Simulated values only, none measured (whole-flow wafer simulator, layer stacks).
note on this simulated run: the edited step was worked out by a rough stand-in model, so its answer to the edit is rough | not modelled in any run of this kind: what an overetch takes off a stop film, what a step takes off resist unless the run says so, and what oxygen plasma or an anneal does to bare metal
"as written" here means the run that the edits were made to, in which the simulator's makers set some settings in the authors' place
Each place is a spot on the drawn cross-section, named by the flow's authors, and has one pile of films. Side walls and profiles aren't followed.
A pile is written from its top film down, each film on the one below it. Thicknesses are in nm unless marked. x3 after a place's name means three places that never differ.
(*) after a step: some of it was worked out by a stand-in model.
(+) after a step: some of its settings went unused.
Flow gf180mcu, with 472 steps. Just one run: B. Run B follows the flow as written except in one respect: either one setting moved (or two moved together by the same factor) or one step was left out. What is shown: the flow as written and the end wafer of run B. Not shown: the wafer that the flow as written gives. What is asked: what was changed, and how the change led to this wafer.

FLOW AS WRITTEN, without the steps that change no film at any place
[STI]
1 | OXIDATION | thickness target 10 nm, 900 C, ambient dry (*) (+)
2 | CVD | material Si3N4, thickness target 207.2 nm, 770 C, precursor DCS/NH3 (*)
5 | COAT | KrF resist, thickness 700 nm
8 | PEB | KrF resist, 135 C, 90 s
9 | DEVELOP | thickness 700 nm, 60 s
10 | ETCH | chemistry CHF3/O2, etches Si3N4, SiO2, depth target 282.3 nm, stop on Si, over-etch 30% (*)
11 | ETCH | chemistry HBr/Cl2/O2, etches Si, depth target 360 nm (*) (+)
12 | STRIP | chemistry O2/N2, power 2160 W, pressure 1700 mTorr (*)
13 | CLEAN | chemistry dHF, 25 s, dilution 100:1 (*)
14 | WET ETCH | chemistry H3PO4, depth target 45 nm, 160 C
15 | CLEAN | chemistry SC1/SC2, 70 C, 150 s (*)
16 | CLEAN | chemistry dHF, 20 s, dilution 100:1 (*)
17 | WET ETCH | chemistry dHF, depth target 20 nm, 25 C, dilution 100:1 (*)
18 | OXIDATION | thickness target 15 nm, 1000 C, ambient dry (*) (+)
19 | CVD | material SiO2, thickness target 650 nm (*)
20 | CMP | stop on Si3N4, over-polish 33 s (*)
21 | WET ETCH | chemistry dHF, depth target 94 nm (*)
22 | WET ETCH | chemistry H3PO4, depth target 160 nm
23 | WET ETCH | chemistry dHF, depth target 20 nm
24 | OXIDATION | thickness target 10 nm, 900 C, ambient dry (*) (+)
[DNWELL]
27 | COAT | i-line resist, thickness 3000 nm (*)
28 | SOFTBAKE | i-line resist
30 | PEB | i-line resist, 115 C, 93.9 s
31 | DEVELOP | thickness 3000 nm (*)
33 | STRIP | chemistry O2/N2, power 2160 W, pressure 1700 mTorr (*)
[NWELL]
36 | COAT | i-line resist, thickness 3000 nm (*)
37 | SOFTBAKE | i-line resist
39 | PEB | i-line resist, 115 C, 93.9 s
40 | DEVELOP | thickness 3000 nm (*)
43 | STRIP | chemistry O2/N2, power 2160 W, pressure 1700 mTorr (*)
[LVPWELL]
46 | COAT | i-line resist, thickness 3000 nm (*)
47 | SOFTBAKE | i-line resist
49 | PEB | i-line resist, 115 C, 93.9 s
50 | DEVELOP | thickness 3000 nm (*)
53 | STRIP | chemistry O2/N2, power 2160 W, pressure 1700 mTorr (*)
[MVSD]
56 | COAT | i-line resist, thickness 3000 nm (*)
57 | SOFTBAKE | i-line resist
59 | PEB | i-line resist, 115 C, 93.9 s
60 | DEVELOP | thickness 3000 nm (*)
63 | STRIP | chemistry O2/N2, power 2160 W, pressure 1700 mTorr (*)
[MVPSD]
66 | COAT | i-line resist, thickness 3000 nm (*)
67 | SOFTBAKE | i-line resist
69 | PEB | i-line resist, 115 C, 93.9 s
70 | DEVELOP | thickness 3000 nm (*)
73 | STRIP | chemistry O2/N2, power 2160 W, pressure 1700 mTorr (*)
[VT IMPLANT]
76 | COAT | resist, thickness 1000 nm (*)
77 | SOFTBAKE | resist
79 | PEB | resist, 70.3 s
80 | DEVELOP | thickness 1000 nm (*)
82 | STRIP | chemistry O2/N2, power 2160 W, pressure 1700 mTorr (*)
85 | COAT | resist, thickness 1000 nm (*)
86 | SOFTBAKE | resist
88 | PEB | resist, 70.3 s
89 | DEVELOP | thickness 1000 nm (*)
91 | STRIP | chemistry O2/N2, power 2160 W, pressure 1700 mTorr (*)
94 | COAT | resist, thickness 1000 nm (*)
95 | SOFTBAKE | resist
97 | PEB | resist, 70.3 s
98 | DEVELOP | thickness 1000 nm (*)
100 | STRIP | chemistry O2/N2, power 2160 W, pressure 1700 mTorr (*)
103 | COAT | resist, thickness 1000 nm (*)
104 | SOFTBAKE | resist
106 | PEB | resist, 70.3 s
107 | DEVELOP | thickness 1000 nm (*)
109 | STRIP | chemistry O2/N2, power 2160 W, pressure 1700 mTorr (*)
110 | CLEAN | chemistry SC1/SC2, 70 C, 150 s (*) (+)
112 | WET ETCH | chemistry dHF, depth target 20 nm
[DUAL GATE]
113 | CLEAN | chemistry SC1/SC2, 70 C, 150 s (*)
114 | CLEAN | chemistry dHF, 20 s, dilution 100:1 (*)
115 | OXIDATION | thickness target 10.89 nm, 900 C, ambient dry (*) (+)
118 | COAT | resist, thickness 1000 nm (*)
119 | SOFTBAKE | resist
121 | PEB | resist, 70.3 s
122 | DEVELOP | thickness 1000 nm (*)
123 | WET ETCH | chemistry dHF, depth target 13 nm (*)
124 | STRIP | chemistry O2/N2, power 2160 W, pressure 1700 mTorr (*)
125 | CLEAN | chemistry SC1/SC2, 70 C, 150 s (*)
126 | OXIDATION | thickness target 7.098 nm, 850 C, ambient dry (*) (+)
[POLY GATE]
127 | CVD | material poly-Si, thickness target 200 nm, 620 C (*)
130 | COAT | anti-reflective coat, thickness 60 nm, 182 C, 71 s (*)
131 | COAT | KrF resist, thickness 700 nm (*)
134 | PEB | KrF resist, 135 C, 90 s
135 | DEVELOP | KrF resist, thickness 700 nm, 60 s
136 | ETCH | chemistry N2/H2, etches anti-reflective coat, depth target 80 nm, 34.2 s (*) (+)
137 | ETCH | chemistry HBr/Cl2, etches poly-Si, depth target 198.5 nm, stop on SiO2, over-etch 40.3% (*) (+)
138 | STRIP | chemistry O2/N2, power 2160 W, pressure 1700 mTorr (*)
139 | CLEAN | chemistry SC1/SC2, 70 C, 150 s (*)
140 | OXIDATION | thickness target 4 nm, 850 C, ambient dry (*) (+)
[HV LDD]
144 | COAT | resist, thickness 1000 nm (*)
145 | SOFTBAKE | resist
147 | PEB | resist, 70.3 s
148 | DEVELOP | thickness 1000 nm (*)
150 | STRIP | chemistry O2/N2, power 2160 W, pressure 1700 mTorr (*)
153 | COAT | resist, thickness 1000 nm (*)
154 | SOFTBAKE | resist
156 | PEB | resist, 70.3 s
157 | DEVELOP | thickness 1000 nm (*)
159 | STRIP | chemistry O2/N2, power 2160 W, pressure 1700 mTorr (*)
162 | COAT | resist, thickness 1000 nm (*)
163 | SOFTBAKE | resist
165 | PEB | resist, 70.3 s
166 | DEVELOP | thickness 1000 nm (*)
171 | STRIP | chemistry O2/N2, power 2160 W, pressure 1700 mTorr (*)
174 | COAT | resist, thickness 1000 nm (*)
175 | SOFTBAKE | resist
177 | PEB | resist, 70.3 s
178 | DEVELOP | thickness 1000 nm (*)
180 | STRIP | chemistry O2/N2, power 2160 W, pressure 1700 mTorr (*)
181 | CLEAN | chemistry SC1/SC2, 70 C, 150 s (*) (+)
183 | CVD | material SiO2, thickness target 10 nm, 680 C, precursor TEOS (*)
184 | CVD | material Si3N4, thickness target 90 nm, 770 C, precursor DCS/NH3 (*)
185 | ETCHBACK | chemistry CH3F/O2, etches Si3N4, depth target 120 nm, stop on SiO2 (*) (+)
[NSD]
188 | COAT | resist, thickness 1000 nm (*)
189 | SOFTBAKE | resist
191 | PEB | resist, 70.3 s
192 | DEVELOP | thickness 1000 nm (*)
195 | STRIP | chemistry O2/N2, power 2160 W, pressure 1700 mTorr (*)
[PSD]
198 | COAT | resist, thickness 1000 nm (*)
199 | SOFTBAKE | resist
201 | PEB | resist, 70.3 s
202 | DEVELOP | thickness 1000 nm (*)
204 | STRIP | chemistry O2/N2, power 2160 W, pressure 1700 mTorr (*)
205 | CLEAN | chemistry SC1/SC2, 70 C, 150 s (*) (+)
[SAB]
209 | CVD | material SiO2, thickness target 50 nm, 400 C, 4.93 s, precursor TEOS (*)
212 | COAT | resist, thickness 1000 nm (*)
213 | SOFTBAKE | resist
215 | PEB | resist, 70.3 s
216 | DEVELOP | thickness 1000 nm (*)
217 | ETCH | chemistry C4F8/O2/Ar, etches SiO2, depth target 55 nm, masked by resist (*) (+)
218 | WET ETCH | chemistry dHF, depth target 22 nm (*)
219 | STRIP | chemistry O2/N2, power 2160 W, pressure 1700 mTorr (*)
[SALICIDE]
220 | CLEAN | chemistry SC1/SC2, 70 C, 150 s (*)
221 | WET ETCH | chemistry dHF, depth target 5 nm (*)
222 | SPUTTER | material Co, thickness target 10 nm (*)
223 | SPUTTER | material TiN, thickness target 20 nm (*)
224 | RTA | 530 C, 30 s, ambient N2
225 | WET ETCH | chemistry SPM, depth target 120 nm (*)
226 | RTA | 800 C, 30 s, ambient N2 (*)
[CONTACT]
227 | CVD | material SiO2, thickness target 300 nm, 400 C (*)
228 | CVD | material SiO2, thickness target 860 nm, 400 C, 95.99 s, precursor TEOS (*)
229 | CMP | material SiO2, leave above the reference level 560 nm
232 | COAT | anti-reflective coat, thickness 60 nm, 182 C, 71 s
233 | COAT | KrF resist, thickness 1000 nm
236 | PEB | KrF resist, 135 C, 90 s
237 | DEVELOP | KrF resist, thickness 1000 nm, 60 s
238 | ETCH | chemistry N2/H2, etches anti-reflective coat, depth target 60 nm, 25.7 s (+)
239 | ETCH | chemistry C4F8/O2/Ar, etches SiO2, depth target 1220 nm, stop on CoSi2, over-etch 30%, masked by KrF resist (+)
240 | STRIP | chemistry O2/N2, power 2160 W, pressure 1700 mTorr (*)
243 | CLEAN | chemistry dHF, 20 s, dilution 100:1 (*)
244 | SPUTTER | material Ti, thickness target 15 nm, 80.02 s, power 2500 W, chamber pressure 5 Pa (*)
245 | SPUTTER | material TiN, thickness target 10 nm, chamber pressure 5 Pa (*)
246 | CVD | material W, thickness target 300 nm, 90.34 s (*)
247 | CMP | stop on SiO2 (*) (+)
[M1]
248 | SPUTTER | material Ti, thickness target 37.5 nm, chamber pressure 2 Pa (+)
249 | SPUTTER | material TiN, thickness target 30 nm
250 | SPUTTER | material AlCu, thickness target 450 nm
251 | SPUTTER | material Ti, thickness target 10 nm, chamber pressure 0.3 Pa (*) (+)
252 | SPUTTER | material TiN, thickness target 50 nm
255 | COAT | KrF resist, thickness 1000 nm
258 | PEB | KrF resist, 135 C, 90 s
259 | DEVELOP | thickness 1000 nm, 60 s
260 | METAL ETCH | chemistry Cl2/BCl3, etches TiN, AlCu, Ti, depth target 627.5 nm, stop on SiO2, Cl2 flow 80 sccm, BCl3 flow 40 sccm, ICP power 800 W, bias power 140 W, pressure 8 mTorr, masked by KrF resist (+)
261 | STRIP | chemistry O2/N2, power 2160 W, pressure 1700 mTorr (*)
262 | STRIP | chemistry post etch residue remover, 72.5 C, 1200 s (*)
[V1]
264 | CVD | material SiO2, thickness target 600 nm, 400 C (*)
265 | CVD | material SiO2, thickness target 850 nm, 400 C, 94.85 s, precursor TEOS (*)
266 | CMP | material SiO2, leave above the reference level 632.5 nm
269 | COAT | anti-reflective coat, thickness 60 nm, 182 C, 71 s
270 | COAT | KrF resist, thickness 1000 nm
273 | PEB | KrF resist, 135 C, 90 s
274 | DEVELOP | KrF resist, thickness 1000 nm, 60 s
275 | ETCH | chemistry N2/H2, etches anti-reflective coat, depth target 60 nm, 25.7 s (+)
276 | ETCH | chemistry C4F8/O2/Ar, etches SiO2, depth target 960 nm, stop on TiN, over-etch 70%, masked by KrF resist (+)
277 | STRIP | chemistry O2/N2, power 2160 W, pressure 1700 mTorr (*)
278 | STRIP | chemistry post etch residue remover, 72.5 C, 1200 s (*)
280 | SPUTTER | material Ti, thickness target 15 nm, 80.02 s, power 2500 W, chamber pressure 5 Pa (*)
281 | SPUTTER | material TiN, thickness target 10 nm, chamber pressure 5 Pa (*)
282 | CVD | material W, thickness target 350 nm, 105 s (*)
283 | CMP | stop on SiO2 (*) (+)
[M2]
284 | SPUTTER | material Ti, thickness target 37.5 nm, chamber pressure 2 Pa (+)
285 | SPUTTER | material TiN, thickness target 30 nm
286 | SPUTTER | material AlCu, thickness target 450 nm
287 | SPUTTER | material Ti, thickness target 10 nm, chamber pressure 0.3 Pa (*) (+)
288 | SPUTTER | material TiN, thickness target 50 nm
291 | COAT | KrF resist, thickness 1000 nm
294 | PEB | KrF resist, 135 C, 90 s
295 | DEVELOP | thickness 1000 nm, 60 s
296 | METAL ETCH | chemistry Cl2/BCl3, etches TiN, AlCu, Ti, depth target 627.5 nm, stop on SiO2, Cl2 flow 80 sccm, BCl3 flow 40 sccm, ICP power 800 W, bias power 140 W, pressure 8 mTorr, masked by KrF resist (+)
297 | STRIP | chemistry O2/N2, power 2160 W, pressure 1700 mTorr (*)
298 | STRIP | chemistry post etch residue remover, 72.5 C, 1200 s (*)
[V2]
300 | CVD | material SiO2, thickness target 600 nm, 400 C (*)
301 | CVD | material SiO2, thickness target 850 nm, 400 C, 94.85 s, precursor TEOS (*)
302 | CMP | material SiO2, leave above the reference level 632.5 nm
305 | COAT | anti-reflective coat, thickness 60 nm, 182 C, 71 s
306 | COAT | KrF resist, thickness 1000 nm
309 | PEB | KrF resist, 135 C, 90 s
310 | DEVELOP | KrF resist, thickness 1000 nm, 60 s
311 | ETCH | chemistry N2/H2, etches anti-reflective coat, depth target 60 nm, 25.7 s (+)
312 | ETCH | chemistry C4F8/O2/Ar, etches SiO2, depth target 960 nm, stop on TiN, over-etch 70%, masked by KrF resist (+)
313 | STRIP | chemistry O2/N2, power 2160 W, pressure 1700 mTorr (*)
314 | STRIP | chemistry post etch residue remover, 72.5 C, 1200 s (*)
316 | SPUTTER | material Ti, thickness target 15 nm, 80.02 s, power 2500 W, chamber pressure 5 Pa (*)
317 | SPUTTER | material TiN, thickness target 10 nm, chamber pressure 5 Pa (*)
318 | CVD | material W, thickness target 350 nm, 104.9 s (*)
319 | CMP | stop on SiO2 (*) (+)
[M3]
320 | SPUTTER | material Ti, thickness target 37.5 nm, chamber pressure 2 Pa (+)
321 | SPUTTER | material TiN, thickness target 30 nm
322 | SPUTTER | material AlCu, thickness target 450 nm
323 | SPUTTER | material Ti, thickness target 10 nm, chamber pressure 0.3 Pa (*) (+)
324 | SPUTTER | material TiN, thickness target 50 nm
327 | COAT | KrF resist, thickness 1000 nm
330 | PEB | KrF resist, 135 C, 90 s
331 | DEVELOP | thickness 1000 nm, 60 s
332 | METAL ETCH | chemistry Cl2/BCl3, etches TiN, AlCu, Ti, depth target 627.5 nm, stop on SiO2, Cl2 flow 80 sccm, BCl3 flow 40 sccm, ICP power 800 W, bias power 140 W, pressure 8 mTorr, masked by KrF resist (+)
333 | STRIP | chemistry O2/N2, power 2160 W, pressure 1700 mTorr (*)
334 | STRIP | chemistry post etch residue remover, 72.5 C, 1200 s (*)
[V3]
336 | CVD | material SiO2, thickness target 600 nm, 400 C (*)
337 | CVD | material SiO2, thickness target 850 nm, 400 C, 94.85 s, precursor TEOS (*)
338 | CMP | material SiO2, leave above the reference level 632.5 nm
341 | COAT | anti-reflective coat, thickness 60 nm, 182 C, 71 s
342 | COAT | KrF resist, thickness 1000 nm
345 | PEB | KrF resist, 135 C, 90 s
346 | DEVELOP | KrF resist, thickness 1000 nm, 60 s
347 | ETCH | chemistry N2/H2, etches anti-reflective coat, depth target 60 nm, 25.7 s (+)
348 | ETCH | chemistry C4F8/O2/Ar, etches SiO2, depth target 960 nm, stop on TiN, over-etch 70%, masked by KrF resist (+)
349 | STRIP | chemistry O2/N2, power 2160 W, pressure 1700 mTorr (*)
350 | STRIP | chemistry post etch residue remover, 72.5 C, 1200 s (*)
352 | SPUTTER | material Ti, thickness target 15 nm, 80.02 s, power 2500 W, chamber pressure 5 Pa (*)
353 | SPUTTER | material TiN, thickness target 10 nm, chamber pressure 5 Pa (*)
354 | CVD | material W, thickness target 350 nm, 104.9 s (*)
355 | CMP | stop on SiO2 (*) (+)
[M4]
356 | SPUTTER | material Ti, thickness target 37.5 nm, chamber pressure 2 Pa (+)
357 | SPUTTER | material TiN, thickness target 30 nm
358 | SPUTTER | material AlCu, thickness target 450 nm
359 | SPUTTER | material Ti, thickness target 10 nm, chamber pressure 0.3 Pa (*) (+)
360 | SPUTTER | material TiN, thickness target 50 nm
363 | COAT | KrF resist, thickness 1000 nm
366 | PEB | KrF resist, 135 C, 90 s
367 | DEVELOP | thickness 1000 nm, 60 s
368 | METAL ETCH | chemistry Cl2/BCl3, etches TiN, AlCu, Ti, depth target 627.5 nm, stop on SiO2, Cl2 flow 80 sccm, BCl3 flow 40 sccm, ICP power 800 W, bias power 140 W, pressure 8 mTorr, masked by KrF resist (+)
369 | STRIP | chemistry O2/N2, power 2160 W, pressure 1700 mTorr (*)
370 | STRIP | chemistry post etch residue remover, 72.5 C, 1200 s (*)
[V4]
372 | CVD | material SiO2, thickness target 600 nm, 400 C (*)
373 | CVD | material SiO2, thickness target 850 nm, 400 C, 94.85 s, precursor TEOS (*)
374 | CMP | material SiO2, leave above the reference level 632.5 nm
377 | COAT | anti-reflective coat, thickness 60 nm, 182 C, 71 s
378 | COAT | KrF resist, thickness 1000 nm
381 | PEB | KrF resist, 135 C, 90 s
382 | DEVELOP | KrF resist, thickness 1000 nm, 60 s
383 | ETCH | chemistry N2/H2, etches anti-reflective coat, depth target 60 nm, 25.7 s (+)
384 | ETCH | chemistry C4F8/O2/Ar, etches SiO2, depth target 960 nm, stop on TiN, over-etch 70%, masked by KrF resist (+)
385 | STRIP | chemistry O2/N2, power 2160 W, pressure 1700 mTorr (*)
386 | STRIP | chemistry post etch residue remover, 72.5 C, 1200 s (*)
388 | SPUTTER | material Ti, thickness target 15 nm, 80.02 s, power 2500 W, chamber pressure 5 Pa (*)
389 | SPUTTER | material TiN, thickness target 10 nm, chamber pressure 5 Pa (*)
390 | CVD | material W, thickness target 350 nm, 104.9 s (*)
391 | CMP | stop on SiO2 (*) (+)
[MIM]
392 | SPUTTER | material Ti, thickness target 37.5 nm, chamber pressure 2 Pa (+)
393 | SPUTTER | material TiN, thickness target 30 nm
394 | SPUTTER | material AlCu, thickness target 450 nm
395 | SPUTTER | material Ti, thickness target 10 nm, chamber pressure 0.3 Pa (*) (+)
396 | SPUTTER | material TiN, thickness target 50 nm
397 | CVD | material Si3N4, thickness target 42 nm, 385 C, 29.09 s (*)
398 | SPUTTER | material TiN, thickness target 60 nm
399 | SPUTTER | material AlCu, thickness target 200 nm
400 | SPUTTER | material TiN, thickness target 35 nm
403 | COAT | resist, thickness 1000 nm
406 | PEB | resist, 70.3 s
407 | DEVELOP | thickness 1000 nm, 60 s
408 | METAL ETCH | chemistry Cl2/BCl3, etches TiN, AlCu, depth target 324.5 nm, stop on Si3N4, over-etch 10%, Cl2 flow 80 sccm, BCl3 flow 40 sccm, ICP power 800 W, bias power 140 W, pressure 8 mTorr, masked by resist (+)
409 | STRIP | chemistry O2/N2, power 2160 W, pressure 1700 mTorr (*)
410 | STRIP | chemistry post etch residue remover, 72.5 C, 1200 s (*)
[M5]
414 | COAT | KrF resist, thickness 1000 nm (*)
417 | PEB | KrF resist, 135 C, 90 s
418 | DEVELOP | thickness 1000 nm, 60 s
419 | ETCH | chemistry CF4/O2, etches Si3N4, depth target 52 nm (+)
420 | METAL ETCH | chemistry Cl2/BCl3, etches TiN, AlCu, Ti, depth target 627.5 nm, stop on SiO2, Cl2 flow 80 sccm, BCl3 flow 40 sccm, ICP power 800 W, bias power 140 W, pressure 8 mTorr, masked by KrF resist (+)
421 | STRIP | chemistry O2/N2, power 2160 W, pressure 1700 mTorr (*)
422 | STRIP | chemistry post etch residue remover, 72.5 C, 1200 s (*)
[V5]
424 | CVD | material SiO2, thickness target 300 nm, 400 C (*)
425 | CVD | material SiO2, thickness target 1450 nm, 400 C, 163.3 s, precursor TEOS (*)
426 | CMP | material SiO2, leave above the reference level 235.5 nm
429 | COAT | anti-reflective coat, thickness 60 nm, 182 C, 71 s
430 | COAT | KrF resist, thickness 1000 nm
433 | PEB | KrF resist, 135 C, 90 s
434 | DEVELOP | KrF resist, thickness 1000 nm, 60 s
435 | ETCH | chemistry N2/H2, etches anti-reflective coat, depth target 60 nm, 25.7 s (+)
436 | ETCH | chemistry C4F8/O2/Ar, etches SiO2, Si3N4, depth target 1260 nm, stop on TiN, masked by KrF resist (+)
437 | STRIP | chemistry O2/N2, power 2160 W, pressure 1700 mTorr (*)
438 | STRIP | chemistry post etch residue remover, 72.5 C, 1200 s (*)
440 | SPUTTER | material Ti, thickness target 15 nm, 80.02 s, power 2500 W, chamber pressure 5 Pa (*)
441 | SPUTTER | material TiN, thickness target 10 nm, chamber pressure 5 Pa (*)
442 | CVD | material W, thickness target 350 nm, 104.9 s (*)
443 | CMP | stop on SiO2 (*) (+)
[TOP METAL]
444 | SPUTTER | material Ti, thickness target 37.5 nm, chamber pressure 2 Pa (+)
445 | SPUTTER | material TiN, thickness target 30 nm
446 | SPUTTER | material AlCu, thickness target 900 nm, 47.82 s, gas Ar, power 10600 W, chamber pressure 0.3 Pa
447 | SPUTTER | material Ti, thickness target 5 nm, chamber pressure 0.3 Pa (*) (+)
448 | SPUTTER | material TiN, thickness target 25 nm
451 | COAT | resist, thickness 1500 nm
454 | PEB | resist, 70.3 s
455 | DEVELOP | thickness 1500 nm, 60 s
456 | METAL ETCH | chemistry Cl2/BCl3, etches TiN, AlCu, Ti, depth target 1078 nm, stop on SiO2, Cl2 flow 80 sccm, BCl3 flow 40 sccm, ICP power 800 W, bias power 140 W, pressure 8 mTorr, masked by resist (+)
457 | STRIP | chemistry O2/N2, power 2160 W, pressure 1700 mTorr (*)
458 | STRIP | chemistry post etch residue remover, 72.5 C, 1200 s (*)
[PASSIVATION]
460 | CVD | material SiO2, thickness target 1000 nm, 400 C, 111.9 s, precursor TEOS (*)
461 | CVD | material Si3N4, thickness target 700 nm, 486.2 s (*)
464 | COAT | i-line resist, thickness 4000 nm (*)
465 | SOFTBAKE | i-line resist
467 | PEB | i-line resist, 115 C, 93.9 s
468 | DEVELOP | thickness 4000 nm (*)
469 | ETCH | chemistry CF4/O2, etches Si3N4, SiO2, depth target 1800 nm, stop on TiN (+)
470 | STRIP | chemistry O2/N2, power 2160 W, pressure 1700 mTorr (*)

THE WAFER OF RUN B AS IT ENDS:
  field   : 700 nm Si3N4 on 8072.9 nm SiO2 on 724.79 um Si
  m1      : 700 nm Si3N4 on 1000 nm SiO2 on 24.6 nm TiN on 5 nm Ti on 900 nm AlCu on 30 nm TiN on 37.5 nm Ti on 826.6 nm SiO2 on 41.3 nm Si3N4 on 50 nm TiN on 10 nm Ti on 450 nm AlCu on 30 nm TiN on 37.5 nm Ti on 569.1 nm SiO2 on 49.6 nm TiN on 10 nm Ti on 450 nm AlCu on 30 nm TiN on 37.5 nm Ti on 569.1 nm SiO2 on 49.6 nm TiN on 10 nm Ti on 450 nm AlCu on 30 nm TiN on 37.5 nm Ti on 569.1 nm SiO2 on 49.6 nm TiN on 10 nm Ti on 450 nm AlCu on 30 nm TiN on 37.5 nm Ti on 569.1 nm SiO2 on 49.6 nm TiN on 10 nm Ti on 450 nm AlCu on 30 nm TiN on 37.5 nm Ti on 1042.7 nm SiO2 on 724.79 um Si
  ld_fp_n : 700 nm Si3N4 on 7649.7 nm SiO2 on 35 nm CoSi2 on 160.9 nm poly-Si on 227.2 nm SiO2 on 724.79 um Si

The reason: step 11, ETCH: depth target 205 nm was run, while the flow as written has depth target 360 nm.

Step by step, how the change led to this:
  11 | ETCH | chemistry HBr/Cl2/O2, etches Si, depth target 360 nm (*) (+)
      active, n_well, p_well and 40 more: KrF resist loses 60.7 (it would be, as written: KrF resist loses 112.3)
      field, field_sub, sti and 34 more: Si loses 182 (it would be, as written: Si loses 337)
  12 | STRIP | chemistry O2/N2, power 2160 W, pressure 1700 mTorr (*)
      active, n_well, p_well and 40 more: KrF resist loses 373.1 (all of it) (it would be, as written: KrF resist loses 321.4 (all of it))
  19 | CVD | material SiO2, thickness target 650 nm (*)
      m1, ld_fp_n, ld_drift_n and 8 more: SiO2 gains 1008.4 (it would be, as written: SiO2 gains 1163.4)
  20 | CMP | stop on Si3N4, over-polish 33 s (*)
      sti, mim_1p0, pad and 11 more: SiO2 loses 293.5 (it would be, as written: SiO2 loses 138.5)
      nw_enc_fld, nw_enc_fld_lv: SiO2 loses 297.5 (it would be, as written: SiO2 loses 142.5)
      (as well as at 10 more places)
  115 | OXIDATION | thickness target 10.89 nm, 900 C, ambient dry (*) (+)
      sti, mim_1p0, pad and 19 more: SiO2 gains 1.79, Si loses 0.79 (it would be, as written: SiO2 gains 1.22, Si loses 0.54)
      field, field__w1, field__w2, field__w3, field__w6, field__w12, nw_sep_fld: SiO2 gains 1.85, Si loses 0.81 (it would be, as written: SiO2 gains 1.25, Si loses 0.55)
      (as well as at 20 more places)
  189 | SOFTBAKE | resist
      field__w9: resist loses 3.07 (it would be, as written: resist gains 6.92)
      active_hv: resist loses 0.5 (it would be, as written: resist gains 2.68)
      (as well as at 1 more place)
  199 | SOFTBAKE | resist
      field__w9: resist loses 3.07 (it would be, as written: resist gains 6.92)
      active_hv: resist loses 0.5 (it would be, as written: resist gains 2.68)
      (as well as at 1 more place)
